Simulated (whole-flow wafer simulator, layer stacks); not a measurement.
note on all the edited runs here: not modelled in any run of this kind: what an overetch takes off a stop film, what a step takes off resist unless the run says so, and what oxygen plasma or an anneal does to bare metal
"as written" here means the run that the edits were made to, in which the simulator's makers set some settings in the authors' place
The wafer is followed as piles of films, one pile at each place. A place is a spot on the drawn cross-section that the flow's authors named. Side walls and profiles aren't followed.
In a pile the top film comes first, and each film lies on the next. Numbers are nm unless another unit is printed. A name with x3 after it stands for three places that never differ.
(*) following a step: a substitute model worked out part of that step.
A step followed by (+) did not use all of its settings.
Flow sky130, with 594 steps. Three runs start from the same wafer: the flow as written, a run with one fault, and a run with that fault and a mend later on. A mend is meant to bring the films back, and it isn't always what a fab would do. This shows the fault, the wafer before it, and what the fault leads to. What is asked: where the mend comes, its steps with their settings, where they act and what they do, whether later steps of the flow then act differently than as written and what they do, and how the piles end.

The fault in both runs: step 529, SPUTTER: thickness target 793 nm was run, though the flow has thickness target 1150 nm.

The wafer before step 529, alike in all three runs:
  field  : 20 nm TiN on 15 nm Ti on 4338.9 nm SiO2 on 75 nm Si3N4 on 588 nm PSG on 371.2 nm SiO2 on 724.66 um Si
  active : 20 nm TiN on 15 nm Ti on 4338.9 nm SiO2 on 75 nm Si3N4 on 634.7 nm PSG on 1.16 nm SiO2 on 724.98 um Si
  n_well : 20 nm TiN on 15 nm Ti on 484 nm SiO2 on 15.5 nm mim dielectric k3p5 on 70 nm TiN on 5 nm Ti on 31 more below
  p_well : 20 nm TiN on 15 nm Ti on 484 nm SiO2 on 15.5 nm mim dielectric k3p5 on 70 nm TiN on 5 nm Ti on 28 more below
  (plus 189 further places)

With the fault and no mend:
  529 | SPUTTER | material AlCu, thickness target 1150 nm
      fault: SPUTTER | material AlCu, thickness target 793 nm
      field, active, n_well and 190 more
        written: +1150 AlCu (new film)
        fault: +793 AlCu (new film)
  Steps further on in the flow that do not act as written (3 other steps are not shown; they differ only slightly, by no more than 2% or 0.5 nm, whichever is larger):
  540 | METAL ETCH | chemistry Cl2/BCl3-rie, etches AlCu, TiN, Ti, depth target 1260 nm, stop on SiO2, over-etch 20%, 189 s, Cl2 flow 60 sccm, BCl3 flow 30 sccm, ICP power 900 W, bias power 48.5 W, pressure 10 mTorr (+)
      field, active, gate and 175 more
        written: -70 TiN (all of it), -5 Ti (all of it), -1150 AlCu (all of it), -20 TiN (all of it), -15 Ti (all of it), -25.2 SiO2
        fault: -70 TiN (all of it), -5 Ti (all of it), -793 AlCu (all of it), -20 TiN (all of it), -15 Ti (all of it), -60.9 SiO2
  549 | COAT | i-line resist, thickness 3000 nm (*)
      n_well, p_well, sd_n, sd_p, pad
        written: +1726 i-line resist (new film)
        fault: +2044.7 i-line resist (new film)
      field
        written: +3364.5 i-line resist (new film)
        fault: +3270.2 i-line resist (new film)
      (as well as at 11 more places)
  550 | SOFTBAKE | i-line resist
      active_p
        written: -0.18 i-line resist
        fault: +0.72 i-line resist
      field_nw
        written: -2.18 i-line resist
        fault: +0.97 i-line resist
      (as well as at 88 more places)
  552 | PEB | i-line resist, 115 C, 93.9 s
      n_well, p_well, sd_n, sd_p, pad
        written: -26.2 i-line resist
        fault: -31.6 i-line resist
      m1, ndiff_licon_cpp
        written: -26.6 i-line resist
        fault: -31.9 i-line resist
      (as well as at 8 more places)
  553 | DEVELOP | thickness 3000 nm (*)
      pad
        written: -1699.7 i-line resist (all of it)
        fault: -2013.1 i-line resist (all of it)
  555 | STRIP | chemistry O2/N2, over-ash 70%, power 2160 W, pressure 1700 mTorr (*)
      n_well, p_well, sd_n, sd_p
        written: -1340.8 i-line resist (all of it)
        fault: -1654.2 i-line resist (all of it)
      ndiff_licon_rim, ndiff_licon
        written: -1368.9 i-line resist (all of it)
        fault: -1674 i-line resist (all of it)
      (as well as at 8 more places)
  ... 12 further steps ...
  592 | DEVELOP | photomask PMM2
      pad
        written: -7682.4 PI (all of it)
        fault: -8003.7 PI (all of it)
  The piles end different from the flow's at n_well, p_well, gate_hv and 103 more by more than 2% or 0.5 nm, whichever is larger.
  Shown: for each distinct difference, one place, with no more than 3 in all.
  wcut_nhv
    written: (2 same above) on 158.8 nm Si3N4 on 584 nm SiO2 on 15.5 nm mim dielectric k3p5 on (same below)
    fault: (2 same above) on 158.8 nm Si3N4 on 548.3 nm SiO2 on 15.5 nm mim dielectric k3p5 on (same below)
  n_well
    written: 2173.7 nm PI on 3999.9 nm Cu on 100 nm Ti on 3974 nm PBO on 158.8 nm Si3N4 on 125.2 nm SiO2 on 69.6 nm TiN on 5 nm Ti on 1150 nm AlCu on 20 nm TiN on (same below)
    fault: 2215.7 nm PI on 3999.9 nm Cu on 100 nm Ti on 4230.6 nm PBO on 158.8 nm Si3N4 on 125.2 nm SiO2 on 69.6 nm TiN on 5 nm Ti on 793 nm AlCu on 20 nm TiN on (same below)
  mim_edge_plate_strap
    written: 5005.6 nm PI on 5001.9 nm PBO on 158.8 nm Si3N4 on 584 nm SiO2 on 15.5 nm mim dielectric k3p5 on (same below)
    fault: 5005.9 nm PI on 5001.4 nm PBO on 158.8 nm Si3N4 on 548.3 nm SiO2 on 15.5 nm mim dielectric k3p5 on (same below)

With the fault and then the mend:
  The mend stands after step 529.
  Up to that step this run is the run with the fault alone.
  529a | SPUTTER | material AlCu, thickness target 357 nm (the flow's step 529, run once more with other settings)
      field, active, n_well and 190 more
        +357 AlCu
  Every later step of the flow that is run acts as written at every place that is followed.
  The piles end the same as the flow's at every place that both follow.
